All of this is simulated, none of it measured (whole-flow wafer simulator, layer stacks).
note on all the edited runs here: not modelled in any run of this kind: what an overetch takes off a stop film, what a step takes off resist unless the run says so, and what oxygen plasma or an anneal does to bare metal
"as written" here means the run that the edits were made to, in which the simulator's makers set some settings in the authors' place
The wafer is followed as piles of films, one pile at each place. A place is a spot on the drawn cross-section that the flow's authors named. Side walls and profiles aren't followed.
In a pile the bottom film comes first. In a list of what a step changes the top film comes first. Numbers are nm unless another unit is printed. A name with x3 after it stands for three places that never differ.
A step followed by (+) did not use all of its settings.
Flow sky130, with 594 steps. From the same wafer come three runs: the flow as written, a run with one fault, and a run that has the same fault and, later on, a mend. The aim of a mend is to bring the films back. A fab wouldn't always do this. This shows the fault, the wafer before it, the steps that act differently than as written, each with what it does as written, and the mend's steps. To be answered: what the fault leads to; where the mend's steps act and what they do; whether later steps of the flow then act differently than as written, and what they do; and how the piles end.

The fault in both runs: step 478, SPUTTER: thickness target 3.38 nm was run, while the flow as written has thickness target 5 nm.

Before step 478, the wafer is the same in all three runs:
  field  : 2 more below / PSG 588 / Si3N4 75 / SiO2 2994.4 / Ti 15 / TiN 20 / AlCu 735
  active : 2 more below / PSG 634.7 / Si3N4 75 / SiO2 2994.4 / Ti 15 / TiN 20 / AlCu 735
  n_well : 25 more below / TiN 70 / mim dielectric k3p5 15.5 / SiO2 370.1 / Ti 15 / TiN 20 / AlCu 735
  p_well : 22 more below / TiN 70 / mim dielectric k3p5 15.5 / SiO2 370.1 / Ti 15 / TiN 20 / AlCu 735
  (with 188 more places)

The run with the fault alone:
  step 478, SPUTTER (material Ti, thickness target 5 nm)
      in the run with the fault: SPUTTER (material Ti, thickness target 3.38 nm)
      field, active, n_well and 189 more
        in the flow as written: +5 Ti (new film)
        in the run with the fault: +3.38 Ti (new film)
  Steps further on in the flow that do not act as written (17 other steps are not shown; they differ only slightly, by no more than 2% or 0.5 nm, whichever is larger):
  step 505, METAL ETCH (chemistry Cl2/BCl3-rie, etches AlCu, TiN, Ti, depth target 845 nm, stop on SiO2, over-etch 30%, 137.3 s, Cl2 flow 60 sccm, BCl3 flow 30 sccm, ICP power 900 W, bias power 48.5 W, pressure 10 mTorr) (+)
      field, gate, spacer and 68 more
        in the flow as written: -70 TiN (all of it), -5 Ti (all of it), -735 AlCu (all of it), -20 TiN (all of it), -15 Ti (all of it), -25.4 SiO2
        in the run with the fault: -70 TiN (all of it), -3.38 Ti (all of it), -735 AlCu (all of it), -20 TiN (all of it), -15 Ti (all of it), -25.5 SiO2
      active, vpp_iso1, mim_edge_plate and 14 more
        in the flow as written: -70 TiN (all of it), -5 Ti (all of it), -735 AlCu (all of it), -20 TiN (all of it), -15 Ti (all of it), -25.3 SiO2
        in the run with the fault: -70 TiN (all of it), -3.38 Ti (all of it), -735 AlCu (all of it), -20 TiN (all of it), -15 Ti (all of it), -25.5 SiO2
  At n_well, p_well, gate_hv and 102 more, the piles at the end differ from the flow's by more than 2% or 0.5 nm, whichever is larger.
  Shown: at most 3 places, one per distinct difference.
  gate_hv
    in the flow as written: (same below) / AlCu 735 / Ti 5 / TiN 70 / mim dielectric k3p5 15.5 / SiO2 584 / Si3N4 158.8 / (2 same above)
    in the run with the fault: (same below) / AlCu 735 / Ti 3.38 / TiN 70 / mim dielectric k3p5 15.5 / SiO2 585.6 / Si3N4 158.8 / (2 same above)
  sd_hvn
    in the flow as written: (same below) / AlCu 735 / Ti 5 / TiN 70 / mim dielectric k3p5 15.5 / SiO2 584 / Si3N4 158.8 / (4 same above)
    in the run with the fault: (same below) / AlCu 735 / Ti 3.38 / TiN 70 / mim dielectric k3p5 15.5 / SiO2 585.6 / Si3N4 158.8 / (4 same above)
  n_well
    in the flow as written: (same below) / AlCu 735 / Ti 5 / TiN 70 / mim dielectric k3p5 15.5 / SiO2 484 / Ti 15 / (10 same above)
    in the run with the fault: (same below) / AlCu 735 / Ti 3.38 / TiN 70 / mim dielectric k3p5 15.5 / SiO2 485.6 / Ti 15 / (10 same above)

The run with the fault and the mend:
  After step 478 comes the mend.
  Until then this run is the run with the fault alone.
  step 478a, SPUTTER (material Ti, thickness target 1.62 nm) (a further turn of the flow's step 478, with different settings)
      field, active, n_well and 189 more
        +1.62 Ti
  Every later step of the flow that is run acts as written at every place that is followed.
  The piles end the same as the flow's at every place that both follow.
